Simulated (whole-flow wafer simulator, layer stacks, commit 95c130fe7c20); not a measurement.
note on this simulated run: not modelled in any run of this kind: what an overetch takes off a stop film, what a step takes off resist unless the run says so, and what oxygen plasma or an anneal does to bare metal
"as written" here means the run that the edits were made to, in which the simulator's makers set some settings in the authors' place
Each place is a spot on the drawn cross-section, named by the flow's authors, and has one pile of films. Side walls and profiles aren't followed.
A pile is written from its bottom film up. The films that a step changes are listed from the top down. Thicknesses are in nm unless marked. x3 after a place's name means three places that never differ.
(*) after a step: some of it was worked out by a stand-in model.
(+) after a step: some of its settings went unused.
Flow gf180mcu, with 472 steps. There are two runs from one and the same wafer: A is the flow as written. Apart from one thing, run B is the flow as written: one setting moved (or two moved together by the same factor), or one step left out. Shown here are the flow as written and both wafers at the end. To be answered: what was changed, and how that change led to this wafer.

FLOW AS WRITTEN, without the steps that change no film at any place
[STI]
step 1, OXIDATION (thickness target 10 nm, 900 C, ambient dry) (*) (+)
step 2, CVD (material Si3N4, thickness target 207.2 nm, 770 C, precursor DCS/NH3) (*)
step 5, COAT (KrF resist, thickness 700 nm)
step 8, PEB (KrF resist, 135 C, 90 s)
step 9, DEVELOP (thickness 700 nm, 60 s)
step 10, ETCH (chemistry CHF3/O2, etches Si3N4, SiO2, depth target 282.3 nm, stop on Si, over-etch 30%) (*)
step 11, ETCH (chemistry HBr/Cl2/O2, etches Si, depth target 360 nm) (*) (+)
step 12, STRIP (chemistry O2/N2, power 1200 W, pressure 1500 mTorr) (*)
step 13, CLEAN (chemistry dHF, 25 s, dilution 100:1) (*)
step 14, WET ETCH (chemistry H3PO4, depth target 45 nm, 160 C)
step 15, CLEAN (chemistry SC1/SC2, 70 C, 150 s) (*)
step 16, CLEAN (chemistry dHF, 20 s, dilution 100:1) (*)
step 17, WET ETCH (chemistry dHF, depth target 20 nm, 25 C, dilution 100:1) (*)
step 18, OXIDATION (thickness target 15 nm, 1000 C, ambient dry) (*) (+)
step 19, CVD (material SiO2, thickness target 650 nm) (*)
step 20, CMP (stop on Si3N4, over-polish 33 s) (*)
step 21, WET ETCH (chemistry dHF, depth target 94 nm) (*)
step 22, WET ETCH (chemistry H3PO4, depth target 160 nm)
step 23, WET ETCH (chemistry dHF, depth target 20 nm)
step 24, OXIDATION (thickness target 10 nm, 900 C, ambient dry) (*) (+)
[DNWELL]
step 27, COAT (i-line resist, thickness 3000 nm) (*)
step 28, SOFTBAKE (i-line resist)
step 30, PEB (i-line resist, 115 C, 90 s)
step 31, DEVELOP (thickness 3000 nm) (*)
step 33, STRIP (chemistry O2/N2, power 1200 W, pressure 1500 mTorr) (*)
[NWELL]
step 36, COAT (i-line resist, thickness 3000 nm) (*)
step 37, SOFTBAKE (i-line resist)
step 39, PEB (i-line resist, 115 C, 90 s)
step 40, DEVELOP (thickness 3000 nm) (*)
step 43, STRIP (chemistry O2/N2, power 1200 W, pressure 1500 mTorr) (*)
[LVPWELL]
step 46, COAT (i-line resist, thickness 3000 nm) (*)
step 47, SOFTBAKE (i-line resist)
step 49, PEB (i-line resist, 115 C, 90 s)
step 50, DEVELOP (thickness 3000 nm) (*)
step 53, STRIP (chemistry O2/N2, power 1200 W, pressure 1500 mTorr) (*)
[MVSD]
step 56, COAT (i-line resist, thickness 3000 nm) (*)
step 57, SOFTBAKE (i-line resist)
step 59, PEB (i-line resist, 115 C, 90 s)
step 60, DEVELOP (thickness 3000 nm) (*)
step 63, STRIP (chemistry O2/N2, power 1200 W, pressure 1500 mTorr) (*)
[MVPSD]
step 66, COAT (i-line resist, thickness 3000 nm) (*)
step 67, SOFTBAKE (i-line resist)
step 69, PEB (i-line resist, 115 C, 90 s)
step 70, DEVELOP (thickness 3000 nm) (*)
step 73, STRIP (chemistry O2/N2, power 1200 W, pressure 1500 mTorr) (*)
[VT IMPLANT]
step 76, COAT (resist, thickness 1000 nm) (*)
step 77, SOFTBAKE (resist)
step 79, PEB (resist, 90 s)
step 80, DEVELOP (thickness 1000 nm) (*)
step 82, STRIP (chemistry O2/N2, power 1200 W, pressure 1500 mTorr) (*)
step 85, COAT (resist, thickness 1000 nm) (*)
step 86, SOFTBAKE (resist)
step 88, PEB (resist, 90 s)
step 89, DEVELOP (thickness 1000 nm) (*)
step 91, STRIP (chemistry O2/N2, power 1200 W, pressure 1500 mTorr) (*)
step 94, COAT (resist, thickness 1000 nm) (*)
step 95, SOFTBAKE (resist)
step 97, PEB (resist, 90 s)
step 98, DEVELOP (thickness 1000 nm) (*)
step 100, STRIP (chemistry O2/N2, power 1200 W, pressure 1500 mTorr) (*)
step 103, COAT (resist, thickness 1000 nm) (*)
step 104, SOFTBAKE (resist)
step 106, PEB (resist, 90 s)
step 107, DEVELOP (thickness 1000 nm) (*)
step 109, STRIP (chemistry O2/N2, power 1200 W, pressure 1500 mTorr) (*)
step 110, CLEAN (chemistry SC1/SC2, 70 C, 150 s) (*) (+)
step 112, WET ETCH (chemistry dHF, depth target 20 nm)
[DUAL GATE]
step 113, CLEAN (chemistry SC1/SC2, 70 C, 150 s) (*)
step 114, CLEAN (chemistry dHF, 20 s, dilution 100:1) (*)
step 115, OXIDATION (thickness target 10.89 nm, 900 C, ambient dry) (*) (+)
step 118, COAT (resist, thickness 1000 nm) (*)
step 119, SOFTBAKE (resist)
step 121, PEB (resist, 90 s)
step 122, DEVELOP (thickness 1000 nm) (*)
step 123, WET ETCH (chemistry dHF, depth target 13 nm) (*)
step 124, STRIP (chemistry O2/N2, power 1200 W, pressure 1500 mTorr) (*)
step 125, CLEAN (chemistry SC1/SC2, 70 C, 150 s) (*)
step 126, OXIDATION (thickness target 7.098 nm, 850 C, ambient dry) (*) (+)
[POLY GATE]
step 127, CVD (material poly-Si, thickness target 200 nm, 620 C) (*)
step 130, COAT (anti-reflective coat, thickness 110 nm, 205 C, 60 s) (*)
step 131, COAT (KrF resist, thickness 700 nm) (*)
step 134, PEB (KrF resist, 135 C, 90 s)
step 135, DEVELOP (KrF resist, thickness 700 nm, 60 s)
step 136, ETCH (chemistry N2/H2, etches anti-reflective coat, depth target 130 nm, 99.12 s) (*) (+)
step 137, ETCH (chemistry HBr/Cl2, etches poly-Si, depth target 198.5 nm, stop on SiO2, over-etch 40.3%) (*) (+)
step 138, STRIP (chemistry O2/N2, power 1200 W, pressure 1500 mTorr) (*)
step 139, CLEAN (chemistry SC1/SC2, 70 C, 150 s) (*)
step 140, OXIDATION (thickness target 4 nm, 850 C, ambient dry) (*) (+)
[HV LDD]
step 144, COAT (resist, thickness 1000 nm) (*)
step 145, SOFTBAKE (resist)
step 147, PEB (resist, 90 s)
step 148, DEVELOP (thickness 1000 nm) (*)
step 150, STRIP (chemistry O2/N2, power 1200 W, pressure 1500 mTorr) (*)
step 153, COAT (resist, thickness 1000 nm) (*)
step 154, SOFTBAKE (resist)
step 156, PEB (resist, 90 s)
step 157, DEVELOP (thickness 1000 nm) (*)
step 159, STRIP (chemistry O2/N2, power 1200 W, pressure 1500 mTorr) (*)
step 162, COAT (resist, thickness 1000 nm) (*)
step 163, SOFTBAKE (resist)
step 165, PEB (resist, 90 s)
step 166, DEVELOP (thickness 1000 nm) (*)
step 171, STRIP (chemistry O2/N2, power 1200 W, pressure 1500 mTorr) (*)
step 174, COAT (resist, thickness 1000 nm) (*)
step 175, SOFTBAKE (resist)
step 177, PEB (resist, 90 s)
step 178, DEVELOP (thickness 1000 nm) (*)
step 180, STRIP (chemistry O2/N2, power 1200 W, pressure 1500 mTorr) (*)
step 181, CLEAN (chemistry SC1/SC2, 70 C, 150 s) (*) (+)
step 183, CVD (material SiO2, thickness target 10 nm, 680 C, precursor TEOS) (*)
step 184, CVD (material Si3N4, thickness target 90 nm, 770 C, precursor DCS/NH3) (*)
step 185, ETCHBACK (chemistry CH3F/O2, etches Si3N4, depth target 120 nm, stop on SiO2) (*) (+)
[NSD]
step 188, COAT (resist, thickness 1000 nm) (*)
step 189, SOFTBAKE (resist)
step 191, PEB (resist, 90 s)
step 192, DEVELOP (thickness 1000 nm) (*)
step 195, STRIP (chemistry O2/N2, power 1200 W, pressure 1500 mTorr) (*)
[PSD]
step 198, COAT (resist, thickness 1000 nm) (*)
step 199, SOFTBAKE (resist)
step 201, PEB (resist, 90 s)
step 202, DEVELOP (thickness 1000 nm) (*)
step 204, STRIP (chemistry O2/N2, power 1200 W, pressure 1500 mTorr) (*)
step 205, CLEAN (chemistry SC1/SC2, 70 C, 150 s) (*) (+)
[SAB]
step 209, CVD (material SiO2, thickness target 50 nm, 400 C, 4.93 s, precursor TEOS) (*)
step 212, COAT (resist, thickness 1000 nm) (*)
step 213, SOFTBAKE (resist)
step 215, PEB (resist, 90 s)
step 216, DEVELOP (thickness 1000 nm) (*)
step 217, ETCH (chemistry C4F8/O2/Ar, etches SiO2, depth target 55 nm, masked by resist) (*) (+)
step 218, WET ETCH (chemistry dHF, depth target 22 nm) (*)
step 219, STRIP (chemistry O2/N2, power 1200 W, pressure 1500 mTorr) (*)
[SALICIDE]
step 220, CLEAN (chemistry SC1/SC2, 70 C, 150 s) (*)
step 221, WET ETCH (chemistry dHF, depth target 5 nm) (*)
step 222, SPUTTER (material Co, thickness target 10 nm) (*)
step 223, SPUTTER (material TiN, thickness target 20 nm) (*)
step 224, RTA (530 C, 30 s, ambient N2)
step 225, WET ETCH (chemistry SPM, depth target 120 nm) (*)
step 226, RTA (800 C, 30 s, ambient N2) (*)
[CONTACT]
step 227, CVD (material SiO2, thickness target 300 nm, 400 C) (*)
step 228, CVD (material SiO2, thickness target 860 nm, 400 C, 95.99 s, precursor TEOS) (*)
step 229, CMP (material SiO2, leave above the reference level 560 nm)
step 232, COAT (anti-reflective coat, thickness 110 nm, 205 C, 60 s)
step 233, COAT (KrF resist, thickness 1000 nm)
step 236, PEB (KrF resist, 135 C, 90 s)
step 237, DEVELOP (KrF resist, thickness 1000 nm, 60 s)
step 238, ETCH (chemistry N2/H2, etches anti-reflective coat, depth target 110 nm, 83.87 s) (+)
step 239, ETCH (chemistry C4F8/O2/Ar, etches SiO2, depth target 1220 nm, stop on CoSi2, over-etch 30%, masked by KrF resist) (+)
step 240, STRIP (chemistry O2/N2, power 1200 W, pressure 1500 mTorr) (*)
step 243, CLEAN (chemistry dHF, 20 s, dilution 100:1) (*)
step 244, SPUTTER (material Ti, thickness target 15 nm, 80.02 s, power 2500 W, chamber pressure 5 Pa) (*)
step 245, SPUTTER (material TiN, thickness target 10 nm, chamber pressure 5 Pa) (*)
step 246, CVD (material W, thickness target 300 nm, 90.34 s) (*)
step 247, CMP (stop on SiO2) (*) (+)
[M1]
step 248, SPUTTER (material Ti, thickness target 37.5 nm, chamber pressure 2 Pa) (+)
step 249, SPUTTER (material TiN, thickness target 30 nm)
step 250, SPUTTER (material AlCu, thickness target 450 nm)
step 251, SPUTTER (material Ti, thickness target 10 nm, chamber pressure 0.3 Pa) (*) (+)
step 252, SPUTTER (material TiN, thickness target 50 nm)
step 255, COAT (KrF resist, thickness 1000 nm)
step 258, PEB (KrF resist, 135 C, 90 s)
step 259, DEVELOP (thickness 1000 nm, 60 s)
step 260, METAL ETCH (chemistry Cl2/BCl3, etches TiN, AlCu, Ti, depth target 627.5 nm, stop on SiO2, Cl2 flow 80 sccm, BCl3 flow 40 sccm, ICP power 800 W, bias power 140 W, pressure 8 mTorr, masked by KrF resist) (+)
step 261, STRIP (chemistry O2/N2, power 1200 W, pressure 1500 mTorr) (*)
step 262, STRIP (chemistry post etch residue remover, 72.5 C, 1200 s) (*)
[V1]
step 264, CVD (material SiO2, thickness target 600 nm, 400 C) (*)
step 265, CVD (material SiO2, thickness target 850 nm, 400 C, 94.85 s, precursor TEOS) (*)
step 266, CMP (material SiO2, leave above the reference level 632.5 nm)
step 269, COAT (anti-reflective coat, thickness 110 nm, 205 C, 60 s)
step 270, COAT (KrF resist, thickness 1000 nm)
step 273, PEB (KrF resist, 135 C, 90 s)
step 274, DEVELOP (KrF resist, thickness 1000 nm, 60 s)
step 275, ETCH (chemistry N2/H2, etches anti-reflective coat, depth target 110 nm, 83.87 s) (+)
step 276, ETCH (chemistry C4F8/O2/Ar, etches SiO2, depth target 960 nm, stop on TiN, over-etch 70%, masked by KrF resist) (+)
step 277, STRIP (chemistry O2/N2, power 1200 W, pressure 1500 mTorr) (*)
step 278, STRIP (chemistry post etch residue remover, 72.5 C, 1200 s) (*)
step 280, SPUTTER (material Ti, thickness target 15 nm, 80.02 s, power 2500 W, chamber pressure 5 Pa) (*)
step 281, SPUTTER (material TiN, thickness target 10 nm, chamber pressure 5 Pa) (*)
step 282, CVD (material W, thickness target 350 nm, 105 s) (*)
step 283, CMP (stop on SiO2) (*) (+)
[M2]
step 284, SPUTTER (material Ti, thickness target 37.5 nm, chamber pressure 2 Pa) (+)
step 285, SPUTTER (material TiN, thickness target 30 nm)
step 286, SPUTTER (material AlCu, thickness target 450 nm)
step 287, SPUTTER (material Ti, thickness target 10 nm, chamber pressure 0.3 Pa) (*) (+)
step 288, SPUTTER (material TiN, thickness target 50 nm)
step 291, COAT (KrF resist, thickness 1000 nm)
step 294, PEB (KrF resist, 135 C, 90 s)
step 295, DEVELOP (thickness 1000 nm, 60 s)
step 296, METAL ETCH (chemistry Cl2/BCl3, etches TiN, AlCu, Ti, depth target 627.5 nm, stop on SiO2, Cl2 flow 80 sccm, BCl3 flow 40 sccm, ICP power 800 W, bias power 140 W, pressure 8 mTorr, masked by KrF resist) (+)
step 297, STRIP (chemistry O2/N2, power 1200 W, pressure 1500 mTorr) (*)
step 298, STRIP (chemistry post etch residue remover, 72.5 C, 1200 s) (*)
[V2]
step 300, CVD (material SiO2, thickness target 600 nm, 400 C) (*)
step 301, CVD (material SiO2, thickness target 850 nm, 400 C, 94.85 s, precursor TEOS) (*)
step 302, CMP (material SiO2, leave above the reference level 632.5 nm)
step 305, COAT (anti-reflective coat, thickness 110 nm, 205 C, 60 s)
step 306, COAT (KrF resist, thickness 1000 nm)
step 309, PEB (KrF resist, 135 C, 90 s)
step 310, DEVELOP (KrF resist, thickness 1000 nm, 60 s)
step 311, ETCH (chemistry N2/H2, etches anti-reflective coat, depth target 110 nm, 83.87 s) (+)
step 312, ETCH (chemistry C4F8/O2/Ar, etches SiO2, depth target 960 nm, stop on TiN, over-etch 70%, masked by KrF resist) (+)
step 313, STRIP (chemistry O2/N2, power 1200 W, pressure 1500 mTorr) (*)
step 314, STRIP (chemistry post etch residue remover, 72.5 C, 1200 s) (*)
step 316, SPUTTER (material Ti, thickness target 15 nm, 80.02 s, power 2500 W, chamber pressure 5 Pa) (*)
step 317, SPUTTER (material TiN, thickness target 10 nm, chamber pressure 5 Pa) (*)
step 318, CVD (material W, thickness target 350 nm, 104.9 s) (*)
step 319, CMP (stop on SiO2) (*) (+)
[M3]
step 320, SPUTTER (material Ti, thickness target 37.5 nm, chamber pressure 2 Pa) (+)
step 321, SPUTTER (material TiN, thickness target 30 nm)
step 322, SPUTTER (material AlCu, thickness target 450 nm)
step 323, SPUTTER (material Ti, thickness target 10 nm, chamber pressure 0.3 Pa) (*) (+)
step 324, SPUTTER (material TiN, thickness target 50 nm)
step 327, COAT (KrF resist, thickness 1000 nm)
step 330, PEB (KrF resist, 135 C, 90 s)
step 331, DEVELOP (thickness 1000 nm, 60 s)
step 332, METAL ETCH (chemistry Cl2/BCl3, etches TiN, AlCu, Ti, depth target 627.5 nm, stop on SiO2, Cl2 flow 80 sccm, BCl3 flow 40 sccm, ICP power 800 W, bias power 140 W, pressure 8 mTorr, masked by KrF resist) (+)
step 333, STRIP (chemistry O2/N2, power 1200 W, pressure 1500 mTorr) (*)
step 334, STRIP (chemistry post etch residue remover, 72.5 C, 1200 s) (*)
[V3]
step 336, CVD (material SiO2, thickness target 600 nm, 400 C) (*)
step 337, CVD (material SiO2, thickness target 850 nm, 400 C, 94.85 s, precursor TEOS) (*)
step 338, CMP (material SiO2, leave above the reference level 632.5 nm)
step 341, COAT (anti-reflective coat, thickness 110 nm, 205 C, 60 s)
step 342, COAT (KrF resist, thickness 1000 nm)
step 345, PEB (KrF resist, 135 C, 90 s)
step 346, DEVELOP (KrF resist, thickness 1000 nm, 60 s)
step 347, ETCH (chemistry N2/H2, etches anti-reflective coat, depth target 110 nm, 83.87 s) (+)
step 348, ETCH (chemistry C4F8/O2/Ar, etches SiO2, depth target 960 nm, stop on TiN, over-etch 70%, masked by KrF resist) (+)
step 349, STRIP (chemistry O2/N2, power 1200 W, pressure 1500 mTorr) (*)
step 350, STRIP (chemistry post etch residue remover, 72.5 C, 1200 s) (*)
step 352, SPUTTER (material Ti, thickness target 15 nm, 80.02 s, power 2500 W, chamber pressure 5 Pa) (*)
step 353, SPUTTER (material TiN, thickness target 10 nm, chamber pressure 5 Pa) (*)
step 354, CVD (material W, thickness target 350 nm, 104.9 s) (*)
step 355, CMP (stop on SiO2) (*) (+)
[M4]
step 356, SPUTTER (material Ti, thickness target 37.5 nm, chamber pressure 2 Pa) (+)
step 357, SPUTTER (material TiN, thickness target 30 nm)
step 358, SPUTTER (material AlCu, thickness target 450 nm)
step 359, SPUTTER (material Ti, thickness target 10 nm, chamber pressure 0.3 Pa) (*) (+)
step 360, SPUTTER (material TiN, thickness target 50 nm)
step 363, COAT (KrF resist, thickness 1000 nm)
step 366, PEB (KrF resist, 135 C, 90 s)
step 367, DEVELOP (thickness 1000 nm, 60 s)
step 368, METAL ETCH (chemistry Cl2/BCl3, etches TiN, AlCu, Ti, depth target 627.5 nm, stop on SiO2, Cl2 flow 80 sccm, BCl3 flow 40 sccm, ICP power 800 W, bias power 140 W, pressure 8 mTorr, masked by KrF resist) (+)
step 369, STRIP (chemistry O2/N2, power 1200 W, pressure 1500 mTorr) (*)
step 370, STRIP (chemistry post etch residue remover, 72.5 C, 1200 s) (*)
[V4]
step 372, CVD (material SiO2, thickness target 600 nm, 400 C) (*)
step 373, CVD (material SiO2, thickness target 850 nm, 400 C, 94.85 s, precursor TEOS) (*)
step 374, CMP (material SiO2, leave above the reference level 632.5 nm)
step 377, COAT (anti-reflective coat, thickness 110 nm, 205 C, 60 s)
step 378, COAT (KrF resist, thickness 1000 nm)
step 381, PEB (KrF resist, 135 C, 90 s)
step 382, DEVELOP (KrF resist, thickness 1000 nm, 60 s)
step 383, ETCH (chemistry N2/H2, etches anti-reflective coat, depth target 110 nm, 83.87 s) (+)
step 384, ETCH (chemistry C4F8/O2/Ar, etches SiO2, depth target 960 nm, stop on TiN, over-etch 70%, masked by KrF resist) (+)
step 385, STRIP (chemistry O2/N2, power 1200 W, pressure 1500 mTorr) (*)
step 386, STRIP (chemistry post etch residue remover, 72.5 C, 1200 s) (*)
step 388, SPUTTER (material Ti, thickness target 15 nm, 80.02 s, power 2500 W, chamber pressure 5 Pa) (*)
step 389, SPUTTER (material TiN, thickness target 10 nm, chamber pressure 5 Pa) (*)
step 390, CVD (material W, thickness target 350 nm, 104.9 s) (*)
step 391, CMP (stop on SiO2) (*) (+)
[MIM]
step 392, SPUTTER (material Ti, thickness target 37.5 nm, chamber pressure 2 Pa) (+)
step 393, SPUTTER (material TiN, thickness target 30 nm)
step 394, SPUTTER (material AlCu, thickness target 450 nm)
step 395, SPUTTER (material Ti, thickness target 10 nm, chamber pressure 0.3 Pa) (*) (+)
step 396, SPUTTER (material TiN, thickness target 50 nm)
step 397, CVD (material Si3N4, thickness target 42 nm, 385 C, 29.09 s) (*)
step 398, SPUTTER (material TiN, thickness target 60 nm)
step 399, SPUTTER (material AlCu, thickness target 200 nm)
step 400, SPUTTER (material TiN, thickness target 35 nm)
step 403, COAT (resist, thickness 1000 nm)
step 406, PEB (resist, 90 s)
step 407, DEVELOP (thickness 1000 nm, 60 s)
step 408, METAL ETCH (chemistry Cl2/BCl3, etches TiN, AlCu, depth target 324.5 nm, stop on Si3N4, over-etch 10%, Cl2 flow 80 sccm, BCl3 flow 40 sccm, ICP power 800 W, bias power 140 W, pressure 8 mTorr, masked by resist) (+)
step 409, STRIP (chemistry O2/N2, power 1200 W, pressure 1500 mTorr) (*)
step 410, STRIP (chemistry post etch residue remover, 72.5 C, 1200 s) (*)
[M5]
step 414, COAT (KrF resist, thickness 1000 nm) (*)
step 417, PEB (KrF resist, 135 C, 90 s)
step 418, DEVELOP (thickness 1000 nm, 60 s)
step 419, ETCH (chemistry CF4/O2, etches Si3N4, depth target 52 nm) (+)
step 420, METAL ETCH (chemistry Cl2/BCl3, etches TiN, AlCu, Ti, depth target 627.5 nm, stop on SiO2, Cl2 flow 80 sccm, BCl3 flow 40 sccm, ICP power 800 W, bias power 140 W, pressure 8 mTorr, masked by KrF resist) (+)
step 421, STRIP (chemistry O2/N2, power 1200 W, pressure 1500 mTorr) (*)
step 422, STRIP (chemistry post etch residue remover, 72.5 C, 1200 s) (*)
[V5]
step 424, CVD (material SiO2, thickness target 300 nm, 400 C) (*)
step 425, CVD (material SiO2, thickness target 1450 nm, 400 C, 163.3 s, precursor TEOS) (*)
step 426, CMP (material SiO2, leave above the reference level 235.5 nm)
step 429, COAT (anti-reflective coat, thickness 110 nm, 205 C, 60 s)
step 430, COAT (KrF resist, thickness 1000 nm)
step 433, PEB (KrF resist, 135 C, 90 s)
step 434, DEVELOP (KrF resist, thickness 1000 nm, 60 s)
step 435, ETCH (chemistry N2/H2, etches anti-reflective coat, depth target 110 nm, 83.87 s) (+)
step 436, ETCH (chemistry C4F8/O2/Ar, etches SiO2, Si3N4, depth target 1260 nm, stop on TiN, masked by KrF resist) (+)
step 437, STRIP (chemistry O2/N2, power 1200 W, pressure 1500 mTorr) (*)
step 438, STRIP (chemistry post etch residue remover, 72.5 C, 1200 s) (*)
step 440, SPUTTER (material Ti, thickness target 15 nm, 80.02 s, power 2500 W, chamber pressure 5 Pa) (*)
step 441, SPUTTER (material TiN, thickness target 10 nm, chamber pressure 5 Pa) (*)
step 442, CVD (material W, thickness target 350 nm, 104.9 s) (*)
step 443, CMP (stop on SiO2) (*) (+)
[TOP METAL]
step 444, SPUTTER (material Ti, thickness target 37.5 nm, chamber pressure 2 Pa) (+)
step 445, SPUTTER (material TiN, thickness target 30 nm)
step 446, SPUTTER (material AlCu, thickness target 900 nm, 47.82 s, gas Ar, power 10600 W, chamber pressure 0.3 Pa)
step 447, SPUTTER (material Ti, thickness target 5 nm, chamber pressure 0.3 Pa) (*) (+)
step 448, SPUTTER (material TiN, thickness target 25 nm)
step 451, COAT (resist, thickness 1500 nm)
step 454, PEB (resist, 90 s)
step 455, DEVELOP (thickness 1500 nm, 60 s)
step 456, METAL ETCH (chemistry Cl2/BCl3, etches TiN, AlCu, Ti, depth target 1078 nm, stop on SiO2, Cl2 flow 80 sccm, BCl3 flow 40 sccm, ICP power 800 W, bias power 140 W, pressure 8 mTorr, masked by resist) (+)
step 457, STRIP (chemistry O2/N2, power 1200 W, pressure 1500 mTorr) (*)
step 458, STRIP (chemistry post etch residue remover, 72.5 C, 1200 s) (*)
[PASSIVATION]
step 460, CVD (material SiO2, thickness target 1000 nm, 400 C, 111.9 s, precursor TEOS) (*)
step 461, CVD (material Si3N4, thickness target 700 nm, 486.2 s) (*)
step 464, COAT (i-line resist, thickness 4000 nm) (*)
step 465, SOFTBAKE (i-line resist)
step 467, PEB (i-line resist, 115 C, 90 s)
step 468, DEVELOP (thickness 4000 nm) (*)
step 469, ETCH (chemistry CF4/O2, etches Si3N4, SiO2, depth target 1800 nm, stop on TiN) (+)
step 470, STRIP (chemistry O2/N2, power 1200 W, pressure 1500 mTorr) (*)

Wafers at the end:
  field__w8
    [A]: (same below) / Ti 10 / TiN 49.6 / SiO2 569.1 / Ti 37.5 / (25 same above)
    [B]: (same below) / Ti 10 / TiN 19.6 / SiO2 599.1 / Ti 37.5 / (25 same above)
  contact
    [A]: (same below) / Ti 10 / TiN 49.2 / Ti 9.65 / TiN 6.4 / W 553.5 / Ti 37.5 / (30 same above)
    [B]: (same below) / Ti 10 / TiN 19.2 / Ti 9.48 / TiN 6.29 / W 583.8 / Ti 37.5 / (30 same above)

The reason: step 288, SPUTTER: thickness target 20 nm was run, whereas the flow has thickness target 50 nm.

The path from the change to this, step by step:
  step 288, SPUTTER (material TiN, thickness target 50 nm)
      field, field__w1, field__w2 and 108 more: A +50 TiN (new film) | B +20 TiN (new film)
  step 296, METAL ETCH (chemistry Cl2/BCl3, etches TiN, AlCu, Ti, depth target 627.5 nm, stop on SiO2, Cl2 flow 80 sccm, BCl3 flow 40 sccm, ICP power 800 W, bias power 140 W, pressure 8 mTorr, masked by KrF resist) (+)
      field, field__w1, field__w2 and 103 more: A -50 TiN (all of it), -10 Ti (all of it), -450 AlCu (all of it), -30 TiN (all of it), -37.5 Ti (all of it) | B -20 TiN (all of it), -10 Ti (all of it), -450 AlCu (all of it), -30 TiN (all of it), -37.5 Ti (all of it)
  step 302, CMP (material SiO2, leave above the reference level 632.5 nm)
      field__w8, contact, m1, m1__w1, m1_nw: A -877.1 SiO2 | B -847.1 SiO2
  step 312, ETCH (chemistry C4F8/O2/Ar, etches SiO2, depth target 960 nm, stop on TiN, over-etch 70%, masked by KrF resist) (+)
      contact: A -572.1 SiO2 (all of it) | B -602.1 SiO2 (all of it)
  step 318, CVD (material W, thickness target 350 nm, 104.9 s) (*)
      contact: A +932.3 W (new film) | B +962.6 W (new film)
